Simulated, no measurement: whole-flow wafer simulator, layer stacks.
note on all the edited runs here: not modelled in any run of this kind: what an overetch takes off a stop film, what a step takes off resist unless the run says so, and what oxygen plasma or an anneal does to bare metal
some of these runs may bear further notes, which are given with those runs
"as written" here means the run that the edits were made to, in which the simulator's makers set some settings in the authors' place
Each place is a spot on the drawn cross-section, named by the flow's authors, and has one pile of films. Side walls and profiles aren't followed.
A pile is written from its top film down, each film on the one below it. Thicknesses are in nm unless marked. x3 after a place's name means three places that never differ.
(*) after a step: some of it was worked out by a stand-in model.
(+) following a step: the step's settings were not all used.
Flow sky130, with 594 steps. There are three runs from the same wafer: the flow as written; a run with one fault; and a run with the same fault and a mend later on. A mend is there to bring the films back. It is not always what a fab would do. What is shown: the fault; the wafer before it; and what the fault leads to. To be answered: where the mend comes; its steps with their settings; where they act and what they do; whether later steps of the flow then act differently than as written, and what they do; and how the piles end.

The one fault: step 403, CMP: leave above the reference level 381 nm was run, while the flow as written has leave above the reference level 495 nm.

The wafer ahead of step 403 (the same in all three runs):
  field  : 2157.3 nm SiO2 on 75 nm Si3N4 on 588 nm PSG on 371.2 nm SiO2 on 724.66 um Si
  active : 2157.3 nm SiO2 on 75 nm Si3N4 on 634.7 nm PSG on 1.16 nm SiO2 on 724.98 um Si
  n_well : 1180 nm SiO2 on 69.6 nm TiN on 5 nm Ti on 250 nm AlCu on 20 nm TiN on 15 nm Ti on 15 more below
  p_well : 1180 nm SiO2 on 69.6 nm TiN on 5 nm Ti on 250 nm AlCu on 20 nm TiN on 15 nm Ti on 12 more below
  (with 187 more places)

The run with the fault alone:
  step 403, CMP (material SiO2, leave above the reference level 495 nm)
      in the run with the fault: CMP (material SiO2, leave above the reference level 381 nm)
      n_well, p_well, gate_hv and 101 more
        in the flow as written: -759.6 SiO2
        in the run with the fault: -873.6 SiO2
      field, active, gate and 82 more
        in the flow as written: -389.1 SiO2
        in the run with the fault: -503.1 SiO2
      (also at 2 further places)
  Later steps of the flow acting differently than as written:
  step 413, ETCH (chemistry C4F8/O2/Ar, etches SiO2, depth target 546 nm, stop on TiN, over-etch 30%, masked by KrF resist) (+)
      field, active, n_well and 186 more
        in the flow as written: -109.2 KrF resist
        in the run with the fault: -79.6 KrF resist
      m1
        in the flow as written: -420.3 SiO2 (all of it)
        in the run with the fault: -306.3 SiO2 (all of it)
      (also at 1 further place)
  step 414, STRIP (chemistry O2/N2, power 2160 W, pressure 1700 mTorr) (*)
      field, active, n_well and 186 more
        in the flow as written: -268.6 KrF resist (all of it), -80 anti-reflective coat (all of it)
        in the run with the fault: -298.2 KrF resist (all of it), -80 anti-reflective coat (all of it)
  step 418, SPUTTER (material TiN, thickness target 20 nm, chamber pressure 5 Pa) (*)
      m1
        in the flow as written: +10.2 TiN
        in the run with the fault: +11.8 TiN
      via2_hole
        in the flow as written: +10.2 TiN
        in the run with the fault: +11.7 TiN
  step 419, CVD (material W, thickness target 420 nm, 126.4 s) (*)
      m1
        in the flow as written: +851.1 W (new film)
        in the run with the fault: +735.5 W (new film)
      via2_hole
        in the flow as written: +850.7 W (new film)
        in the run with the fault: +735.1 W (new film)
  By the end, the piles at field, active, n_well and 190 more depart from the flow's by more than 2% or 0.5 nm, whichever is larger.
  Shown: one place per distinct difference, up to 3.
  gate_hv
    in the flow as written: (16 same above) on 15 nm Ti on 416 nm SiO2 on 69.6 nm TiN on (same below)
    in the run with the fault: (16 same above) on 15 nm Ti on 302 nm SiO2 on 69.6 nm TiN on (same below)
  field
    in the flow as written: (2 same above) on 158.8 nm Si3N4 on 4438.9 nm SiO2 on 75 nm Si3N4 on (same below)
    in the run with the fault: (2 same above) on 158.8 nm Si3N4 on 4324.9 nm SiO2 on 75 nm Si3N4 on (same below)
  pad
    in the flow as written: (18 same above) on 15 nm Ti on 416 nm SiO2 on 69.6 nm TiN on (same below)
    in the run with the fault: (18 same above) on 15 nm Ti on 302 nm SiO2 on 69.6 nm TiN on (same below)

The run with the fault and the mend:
  The mend stands after step 403.
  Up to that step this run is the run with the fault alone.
  step 403a, HDPCVD (thickness target 114 nm) (*) (the flow's step 402 again, with other settings)
      field, active, n_well and 188 more
        +114 SiO2
  Every later step of the flow that is run acts as written, at every place that is followed, to within 2% or 0.5 nm, whichever is larger.
  At every place that both follow, the piles at the end match the flow's.
